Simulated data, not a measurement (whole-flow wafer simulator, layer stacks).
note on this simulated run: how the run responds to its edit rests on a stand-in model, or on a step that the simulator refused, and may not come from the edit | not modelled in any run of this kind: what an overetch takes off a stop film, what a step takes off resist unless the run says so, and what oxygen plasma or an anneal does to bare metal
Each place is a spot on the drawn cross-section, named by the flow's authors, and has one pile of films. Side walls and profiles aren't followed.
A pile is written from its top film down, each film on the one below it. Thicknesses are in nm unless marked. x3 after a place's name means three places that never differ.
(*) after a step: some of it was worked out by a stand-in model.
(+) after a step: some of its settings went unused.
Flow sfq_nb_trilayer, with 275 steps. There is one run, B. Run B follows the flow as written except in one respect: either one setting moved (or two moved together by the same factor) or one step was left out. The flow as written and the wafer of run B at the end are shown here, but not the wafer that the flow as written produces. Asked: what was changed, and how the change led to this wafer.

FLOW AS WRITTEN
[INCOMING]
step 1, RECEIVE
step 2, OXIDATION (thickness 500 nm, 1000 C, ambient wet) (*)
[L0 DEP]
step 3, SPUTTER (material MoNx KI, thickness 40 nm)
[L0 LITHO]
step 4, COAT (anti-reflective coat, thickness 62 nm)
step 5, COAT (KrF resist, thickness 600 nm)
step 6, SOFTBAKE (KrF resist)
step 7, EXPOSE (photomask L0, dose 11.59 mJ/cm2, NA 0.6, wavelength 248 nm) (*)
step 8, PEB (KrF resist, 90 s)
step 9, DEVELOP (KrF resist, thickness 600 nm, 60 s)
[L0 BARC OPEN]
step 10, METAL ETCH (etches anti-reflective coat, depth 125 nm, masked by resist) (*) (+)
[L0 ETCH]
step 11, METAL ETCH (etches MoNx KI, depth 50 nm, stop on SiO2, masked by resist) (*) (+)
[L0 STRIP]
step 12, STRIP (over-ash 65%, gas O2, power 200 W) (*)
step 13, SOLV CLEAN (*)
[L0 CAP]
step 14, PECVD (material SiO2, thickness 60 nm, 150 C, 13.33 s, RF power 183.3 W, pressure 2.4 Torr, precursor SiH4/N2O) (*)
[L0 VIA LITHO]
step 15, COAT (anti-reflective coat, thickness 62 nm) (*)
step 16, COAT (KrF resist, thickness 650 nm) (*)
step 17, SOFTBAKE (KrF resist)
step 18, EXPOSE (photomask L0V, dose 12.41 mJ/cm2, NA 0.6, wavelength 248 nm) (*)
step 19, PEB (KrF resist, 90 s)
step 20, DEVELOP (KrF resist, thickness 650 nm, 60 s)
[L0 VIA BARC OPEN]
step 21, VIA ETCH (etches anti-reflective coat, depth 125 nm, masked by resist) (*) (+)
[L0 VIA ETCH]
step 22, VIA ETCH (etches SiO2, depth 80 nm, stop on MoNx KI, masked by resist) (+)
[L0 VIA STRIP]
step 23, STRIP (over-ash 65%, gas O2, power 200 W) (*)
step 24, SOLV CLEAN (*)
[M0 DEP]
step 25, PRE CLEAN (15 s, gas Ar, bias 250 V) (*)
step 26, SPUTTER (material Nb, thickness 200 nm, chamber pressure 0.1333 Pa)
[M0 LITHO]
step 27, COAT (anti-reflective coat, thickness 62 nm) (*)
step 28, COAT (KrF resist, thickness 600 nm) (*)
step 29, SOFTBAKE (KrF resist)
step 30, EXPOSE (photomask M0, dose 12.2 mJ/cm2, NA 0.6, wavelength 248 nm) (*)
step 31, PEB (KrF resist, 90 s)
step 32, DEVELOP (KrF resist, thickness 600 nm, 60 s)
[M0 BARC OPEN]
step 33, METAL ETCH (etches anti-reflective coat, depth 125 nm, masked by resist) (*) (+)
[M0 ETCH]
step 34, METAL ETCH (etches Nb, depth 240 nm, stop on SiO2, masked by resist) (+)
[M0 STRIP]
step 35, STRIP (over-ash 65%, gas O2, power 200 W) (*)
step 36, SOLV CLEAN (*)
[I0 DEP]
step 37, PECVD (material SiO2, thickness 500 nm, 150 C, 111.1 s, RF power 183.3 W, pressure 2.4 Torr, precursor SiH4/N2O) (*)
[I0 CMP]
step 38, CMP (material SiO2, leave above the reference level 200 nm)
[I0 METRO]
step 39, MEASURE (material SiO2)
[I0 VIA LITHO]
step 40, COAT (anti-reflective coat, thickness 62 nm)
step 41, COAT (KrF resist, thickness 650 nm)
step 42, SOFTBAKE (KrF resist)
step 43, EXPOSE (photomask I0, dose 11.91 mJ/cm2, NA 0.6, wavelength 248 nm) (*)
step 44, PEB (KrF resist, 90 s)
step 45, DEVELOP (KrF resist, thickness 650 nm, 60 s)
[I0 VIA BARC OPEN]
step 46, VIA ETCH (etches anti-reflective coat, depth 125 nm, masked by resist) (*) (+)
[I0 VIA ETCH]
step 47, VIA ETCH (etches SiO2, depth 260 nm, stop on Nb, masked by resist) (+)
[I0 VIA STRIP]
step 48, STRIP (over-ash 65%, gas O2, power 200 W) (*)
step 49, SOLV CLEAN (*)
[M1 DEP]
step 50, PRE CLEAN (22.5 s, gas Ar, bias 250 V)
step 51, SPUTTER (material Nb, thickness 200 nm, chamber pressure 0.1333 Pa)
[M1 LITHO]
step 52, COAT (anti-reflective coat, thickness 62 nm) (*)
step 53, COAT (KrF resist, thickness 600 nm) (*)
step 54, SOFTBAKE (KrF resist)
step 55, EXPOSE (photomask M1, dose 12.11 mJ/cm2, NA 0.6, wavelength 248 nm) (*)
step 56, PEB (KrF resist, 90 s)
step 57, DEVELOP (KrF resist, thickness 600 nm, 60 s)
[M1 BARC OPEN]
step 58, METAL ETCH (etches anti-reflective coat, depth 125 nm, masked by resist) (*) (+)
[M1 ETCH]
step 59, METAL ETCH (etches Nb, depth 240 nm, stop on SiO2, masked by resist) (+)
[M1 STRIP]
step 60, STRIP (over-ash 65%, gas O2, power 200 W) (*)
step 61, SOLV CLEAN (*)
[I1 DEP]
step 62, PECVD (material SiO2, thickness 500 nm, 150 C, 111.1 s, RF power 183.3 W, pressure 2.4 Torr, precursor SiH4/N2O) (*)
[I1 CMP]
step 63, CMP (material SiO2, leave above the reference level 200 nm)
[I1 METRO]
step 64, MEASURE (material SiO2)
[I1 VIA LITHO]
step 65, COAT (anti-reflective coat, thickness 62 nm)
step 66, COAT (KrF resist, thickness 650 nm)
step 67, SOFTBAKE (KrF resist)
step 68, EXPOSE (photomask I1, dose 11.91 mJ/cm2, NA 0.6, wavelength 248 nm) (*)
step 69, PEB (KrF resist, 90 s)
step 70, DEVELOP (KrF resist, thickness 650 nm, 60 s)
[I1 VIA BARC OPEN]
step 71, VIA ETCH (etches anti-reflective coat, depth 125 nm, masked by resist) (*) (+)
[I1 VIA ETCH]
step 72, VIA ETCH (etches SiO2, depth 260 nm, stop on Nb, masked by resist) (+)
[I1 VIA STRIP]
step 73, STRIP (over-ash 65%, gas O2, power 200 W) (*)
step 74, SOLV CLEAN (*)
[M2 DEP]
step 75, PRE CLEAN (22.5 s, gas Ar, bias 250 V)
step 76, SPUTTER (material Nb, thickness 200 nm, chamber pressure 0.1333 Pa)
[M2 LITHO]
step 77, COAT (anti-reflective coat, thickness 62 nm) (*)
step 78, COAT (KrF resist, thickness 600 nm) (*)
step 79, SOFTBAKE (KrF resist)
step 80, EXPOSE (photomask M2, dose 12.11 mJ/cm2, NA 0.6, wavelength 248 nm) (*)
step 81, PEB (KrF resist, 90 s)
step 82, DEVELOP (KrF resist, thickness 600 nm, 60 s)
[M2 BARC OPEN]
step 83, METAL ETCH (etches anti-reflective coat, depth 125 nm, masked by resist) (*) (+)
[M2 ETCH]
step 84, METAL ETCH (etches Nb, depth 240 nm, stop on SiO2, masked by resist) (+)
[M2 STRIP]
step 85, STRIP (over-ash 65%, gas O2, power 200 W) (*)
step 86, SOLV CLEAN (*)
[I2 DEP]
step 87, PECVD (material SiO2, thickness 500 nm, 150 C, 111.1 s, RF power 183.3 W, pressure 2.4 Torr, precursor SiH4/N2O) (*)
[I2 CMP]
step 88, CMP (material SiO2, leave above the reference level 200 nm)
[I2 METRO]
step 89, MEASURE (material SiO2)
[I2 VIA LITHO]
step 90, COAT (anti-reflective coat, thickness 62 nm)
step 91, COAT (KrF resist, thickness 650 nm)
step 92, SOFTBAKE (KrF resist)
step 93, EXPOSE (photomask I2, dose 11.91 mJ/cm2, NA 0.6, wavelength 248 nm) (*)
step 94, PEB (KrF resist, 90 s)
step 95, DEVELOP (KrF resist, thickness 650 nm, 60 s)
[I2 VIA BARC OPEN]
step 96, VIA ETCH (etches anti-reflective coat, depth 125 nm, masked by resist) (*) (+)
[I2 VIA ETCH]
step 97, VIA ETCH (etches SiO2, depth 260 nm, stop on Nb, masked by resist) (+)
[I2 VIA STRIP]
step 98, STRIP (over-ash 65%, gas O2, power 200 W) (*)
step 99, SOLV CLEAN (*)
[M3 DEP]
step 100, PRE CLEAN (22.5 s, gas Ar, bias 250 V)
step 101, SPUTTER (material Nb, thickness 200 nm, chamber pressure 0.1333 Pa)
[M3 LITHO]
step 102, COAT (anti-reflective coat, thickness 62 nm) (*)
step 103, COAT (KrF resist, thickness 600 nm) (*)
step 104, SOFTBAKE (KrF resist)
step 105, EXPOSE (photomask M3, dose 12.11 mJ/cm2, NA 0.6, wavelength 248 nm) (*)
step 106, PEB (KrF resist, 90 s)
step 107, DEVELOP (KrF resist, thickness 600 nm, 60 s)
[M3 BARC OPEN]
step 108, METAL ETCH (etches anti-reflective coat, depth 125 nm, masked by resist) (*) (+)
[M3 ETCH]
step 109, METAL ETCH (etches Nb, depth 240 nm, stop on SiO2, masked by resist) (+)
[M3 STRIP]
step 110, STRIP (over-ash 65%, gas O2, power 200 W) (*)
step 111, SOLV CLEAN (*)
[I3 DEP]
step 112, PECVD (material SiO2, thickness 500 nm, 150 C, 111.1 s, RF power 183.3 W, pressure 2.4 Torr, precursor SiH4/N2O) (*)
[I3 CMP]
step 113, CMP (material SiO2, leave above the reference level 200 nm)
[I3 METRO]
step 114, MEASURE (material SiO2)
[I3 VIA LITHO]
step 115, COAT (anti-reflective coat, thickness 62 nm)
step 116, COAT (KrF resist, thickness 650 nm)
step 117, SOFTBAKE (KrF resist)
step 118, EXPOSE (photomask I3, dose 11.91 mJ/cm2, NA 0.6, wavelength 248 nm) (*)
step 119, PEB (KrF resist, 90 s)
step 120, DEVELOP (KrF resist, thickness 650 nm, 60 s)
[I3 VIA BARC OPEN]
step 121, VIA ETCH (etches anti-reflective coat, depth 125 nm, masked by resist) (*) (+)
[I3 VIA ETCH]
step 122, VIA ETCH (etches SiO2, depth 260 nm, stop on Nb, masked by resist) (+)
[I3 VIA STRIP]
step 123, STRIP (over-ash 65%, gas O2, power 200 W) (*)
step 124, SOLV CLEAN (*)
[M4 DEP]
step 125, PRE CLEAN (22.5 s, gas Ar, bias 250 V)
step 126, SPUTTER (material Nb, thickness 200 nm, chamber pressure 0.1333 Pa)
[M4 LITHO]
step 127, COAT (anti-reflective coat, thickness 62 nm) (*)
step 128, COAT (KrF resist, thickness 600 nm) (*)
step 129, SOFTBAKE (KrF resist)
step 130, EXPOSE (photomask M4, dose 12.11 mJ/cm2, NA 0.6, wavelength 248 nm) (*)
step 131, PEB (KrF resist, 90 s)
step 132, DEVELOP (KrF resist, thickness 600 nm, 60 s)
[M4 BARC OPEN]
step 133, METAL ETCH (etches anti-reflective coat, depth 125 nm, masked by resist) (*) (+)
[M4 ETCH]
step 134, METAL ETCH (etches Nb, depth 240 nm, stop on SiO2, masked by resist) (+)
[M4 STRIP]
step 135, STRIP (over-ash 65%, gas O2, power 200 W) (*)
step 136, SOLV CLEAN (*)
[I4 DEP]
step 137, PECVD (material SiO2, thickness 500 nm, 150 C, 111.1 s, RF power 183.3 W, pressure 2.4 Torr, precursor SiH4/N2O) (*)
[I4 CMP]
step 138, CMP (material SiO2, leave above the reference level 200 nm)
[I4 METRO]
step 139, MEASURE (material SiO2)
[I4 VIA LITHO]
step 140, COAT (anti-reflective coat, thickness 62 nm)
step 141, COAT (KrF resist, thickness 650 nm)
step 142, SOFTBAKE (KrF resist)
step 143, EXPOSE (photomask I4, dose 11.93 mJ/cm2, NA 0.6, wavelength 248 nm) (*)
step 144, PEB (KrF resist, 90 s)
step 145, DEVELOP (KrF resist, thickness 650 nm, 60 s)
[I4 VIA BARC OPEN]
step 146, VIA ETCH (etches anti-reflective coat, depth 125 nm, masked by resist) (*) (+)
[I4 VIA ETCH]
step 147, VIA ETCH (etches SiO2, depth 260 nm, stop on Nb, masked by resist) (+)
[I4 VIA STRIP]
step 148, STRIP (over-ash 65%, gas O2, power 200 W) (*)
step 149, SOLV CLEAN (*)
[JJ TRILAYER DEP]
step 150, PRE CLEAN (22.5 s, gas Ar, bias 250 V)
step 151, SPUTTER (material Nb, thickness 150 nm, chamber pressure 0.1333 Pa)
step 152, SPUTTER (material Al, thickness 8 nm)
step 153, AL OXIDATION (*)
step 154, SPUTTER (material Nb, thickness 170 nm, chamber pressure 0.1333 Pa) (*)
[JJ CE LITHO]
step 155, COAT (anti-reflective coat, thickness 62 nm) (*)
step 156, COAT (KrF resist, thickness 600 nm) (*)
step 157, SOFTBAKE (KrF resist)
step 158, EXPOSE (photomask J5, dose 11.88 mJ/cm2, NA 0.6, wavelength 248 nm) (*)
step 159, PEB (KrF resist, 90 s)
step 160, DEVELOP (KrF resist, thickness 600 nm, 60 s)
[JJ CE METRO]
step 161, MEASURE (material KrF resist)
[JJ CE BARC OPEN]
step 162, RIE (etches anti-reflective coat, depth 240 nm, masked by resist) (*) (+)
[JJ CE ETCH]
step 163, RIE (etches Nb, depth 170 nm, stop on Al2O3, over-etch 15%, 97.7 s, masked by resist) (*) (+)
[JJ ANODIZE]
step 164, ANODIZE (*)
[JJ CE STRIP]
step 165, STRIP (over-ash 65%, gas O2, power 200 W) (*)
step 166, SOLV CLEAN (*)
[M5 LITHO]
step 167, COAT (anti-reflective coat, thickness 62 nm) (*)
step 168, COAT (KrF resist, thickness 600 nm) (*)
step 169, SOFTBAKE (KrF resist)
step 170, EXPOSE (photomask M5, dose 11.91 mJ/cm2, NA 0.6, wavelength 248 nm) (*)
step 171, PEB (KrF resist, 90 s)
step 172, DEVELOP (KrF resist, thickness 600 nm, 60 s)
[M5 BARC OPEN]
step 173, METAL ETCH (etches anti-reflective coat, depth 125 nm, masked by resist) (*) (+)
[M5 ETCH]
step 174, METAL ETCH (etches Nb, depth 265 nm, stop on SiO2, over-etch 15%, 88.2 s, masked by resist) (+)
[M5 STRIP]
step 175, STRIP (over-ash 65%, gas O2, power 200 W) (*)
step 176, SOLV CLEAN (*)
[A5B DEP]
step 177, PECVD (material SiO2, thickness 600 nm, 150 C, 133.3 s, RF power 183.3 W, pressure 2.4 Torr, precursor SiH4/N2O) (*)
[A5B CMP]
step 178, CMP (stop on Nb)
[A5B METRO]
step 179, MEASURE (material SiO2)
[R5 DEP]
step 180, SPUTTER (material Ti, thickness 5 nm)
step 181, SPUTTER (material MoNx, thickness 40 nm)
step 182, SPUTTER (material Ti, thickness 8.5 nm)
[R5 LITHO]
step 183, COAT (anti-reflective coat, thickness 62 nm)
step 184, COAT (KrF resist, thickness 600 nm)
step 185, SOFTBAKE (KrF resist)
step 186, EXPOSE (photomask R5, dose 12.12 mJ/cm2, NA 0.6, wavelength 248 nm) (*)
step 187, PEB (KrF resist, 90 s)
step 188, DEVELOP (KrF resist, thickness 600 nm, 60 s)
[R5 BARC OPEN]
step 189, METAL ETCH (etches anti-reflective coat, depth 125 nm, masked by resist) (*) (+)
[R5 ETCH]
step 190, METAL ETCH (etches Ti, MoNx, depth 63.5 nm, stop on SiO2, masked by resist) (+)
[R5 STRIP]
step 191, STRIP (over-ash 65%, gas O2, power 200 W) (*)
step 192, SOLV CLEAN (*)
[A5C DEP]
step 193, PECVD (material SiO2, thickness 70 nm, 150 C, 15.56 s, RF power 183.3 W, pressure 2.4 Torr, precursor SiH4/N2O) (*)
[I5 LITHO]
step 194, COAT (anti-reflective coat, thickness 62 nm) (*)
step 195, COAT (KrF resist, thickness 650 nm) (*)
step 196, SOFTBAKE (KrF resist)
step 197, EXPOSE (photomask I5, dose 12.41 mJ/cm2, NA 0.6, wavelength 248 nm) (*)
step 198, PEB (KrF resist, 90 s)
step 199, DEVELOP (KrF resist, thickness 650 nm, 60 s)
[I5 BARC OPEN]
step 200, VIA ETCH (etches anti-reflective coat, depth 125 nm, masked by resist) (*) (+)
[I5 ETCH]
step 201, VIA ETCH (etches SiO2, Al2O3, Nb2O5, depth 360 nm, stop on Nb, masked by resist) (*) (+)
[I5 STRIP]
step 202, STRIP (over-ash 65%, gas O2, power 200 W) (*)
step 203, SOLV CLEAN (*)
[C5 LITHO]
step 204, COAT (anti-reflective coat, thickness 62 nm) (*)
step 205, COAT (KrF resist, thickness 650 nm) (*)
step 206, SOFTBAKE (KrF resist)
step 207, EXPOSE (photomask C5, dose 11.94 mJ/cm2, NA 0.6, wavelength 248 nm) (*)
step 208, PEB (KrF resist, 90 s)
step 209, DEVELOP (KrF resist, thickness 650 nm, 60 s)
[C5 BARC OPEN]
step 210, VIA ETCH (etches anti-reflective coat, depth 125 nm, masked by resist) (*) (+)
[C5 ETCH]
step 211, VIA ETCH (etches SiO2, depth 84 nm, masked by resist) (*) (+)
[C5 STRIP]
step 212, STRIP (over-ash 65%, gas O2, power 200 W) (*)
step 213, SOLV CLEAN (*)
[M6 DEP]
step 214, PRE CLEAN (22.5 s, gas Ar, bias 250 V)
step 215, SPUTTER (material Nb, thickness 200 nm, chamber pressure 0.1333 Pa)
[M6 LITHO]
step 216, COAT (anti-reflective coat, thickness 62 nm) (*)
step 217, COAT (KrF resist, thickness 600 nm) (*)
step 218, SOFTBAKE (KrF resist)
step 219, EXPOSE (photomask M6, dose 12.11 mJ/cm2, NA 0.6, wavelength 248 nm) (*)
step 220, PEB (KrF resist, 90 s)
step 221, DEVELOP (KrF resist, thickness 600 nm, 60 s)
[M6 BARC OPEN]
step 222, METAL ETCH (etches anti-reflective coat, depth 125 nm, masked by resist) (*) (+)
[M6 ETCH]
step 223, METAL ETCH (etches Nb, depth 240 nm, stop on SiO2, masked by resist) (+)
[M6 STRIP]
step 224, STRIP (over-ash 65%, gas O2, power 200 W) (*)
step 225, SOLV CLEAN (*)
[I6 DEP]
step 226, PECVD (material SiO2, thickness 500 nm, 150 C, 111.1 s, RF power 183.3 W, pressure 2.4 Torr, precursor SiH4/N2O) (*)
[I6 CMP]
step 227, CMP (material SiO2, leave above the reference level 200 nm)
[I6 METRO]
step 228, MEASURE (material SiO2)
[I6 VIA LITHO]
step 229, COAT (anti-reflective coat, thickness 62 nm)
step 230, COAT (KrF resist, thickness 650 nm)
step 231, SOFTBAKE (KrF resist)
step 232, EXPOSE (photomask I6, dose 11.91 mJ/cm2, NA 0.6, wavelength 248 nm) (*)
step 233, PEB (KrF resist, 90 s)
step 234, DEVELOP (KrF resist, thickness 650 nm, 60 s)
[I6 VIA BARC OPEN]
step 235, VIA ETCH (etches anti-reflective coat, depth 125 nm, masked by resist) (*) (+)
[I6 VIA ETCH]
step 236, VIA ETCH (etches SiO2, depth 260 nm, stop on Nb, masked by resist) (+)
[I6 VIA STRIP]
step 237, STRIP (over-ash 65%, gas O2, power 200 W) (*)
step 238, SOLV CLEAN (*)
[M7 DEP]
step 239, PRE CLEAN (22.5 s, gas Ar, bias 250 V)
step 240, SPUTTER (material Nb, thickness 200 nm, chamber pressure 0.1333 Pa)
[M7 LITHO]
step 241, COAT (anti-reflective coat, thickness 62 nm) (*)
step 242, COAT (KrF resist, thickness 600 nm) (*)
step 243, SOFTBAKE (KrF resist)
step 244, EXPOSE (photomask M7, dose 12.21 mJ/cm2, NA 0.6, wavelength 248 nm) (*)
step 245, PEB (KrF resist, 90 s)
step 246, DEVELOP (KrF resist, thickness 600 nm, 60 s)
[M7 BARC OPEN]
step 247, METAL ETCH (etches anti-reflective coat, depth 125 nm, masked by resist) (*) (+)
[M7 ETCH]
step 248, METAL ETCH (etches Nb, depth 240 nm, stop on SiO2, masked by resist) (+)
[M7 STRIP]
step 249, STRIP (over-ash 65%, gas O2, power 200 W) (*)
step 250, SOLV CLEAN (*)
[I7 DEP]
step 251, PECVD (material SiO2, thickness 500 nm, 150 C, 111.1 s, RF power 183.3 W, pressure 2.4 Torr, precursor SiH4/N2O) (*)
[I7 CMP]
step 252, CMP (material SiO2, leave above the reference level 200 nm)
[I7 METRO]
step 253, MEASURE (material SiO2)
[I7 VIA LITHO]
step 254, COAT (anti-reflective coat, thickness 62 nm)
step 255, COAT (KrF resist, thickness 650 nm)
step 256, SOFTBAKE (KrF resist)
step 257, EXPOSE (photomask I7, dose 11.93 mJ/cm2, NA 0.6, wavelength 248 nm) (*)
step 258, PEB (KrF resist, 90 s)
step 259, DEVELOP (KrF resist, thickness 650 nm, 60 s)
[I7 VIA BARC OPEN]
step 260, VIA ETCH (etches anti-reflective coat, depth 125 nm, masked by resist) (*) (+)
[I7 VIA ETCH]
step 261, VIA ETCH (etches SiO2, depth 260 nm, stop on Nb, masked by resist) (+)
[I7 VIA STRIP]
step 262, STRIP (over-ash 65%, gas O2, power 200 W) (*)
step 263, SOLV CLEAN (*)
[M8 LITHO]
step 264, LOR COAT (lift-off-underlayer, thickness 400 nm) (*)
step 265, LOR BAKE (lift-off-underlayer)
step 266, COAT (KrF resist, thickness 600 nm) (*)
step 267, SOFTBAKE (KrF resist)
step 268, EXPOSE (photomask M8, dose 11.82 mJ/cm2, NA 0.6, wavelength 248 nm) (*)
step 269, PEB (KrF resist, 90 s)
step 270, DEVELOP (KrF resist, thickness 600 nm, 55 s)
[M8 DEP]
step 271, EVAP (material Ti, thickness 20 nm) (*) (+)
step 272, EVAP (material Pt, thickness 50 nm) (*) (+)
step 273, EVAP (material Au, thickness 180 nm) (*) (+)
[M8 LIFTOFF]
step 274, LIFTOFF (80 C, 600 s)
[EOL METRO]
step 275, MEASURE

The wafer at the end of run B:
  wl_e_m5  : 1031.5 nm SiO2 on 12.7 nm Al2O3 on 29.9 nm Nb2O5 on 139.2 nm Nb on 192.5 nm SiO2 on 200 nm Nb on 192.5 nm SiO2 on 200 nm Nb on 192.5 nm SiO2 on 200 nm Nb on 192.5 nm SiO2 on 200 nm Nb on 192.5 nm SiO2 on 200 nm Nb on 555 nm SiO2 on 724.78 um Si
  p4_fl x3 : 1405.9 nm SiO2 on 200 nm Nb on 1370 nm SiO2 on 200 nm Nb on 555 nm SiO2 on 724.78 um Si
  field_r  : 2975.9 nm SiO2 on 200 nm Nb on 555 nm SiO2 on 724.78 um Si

The reason: step 240, SPUTTER: thickness 230 nm was run, whereas the flow has thickness 200 nm.

How this came from the change, step by step:
  step 240, SPUTTER (material Nb, thickness 200 nm, chamber pressure 0.1333 Pa)
      field_l, v_sur, via_wl and 102 more: Nb gains 230 (new film) (it would be, as written: Nb gains 200 (new film))
      via_v: Nb gains 185.4 (it would be, as written: Nb gains 161.1)
  step 248, METAL ETCH (etches Nb, depth 240 nm, stop on SiO2, masked by resist) (+)
      field_l, field_r, lsp_l and 62 more: Nb loses 230 (all of it) (it would be, as written: Nb loses 200 (all of it))
  step 251, PECVD (material SiO2, thickness 500 nm, 150 C, 111.1 s, RF power 183.3 W, pressure 2.4 Torr, precursor SiH4/N2O) (*)
      m7r_space_l x2: SiO2 gains 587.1 (it would be, as written: SiO2 gains 557.1)
  step 252, CMP (material SiO2, leave above the reference level 200 nm)
      field_l, p4_fl x3, p4_w1 x9 and 46 more: SiO2 loses 70 (it would be, as written: SiO2 loses 100)
      field_r, lsp_l: SiO2 loses 44.3 (it would be, as written: SiO2 loses 77.7)
      (as well as at 2 more places)
